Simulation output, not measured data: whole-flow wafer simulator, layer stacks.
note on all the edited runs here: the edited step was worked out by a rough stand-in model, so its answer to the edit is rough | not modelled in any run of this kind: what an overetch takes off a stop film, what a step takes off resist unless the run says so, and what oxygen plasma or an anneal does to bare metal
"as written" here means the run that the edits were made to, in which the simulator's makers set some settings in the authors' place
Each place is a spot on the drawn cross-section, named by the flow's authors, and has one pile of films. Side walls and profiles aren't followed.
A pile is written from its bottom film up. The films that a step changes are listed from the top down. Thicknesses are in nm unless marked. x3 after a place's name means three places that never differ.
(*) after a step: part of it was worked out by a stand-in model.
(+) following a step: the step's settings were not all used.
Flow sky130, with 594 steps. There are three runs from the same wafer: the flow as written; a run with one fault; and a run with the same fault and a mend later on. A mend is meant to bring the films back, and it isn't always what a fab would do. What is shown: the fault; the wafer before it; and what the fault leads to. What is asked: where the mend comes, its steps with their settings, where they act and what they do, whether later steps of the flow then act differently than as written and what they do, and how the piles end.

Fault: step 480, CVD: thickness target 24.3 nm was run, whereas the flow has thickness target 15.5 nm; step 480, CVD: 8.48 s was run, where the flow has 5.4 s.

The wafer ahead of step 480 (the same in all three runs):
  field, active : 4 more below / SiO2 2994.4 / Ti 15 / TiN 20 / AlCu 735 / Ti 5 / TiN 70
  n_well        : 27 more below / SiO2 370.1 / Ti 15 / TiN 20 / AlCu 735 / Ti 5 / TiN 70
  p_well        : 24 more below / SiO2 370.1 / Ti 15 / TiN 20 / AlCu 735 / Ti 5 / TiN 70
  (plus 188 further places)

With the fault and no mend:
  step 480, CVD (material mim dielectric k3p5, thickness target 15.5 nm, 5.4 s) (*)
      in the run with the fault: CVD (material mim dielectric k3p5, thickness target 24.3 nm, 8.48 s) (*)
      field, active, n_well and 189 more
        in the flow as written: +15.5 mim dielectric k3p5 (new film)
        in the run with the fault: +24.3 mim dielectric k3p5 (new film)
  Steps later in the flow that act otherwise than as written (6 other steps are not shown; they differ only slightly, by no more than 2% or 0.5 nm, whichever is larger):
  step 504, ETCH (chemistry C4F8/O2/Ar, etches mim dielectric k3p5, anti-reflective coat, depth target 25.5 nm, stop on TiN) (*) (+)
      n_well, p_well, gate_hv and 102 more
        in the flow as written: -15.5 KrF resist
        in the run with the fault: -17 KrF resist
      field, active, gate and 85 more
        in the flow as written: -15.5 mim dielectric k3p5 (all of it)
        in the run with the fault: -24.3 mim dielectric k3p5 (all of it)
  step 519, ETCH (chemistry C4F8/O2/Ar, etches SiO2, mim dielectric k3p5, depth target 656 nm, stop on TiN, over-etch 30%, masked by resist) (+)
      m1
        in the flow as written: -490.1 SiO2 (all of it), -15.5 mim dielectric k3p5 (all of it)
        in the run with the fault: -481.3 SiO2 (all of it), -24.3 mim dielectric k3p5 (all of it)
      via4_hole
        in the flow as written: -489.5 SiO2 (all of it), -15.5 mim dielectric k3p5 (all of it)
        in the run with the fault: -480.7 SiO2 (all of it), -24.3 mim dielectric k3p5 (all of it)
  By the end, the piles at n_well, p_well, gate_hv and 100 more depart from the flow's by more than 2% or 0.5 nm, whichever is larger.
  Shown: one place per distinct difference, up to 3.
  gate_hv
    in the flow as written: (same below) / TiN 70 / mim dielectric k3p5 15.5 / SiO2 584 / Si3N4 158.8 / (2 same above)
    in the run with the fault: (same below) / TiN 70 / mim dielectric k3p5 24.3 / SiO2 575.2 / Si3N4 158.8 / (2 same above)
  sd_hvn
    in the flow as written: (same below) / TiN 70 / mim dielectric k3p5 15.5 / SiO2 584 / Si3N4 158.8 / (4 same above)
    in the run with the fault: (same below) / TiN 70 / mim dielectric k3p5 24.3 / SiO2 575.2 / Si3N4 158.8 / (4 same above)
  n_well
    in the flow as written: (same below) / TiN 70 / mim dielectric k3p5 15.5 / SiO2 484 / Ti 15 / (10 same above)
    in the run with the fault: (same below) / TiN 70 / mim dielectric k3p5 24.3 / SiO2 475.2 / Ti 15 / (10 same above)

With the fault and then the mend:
  The mend follows step 480.
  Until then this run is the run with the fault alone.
  step 480a, ETCH (chemistry C4F8/O2/Ar, etches mim dielectric k3p5, anti-reflective coat, depth target 8.8 nm) (*) (the flow's step 450, run once more with other settings)
      field, active, n_well and 189 more
        -8.8 mim dielectric k3p5
  Every later step of the flow that is run acts as written at every place that is followed.
  The piles end the same as the flow's at every place that both follow.
